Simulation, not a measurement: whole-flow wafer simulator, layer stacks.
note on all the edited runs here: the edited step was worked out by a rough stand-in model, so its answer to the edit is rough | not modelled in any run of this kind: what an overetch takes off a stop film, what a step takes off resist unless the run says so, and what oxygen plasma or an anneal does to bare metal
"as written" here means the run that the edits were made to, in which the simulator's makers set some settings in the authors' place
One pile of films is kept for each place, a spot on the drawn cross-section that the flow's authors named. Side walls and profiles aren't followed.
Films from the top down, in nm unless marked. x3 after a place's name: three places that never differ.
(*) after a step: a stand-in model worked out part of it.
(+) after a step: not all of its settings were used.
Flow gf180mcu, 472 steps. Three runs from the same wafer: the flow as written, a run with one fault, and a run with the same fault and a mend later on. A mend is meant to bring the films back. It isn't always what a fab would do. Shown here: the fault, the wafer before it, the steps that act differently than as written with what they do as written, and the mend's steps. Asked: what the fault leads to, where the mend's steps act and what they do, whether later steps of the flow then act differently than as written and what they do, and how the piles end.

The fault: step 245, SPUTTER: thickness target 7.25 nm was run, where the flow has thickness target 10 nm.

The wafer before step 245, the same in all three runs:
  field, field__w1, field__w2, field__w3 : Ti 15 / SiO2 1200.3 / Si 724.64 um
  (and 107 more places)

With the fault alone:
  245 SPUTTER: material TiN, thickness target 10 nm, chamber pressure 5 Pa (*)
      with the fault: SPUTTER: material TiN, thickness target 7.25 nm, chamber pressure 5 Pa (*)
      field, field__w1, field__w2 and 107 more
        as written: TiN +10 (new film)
        with the fault: TiN +7.25 (new film)
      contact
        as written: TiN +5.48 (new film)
        with the fault: TiN +3.98 (new film)
  Later steps of the flow that act differently than as written (1 more step differs only slightly, by at most 2% or 0.5 nm, whichever is larger, and isn't shown):
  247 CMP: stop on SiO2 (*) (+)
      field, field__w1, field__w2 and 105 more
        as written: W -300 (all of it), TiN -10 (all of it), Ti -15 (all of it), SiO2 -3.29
        with the fault: W -300 (all of it), TiN -7.25 (all of it), Ti -15 (all of it), SiO2 -3.26
  At the end the piles differ from the flow's by more than 2% or 0.5 nm, whichever is larger, at contact, polyc_n, polyc_p.
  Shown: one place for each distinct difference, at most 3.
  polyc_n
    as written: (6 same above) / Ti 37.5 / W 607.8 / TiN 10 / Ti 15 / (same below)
    with the fault: (6 same above) / Ti 37.5 / W 610.6 / TiN 7.25 / Ti 15 / (same below)
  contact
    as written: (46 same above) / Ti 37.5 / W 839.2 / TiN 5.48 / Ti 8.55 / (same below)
    with the fault: (46 same above) / Ti 37.5 / W 840.8 / TiN 3.98 / Ti 8.55 / (same below)

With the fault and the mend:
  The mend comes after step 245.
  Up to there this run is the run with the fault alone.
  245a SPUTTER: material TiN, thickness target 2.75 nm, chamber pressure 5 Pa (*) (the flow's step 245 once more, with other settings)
      field, field__w1, field__w2 and 107 more
        TiN +2.75
      contact
        TiN +1.5
  No later step of the flow acts differently than as written at any place that is followed.
  At the end the piles are the same as the flow's at every place that both follow.
